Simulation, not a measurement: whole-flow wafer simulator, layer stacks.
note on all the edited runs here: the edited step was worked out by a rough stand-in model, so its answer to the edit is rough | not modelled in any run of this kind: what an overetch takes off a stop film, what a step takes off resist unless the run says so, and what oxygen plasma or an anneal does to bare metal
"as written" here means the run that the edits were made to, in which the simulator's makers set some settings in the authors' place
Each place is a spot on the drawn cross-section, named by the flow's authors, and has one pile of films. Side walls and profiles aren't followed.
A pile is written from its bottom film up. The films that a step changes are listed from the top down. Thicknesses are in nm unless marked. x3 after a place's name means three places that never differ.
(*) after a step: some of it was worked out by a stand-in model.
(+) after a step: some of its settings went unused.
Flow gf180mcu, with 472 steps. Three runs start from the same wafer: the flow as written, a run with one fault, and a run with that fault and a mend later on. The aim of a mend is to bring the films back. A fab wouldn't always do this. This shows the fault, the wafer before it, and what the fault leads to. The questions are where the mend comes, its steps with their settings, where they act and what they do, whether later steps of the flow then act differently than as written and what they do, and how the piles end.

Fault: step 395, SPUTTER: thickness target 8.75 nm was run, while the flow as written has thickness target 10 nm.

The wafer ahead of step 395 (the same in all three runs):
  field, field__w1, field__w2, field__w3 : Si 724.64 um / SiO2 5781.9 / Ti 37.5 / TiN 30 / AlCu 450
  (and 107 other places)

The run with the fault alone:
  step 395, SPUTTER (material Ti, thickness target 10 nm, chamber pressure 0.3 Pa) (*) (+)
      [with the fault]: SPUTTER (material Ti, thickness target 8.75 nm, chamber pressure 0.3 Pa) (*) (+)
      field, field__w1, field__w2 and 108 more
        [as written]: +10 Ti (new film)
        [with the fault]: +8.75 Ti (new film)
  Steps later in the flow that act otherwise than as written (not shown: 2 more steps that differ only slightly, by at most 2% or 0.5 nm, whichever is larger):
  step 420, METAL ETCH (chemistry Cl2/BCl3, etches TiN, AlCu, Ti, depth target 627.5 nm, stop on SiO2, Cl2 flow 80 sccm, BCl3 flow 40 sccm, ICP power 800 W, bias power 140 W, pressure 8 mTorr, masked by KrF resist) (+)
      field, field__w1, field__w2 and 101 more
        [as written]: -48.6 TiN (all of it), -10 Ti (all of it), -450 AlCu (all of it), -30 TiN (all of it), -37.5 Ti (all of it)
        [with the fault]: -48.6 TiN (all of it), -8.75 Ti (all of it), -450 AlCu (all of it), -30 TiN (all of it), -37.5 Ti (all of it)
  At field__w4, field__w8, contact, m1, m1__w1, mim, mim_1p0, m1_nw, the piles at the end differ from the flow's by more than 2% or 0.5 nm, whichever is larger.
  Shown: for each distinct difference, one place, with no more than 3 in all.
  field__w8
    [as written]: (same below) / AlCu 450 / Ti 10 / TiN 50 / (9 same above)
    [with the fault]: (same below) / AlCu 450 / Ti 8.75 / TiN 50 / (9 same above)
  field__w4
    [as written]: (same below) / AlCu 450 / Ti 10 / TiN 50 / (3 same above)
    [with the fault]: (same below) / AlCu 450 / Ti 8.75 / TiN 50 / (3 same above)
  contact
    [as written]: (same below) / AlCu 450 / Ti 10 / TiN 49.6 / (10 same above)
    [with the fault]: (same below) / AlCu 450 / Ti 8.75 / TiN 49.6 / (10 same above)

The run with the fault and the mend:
  After step 395 comes the mend.
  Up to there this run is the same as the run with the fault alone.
  step 395a, SPUTTER (material Ti, thickness target 1.25 nm, chamber pressure 0.3 Pa) (*) (+) (a further turn of the flow's step 395, with different settings)
      field, field__w1, field__w2 and 108 more
        +1.25 Ti
  Later steps of the flow that are run all act as written at every place that is followed.
  The piles end the same as the flow's at every place that both follow.
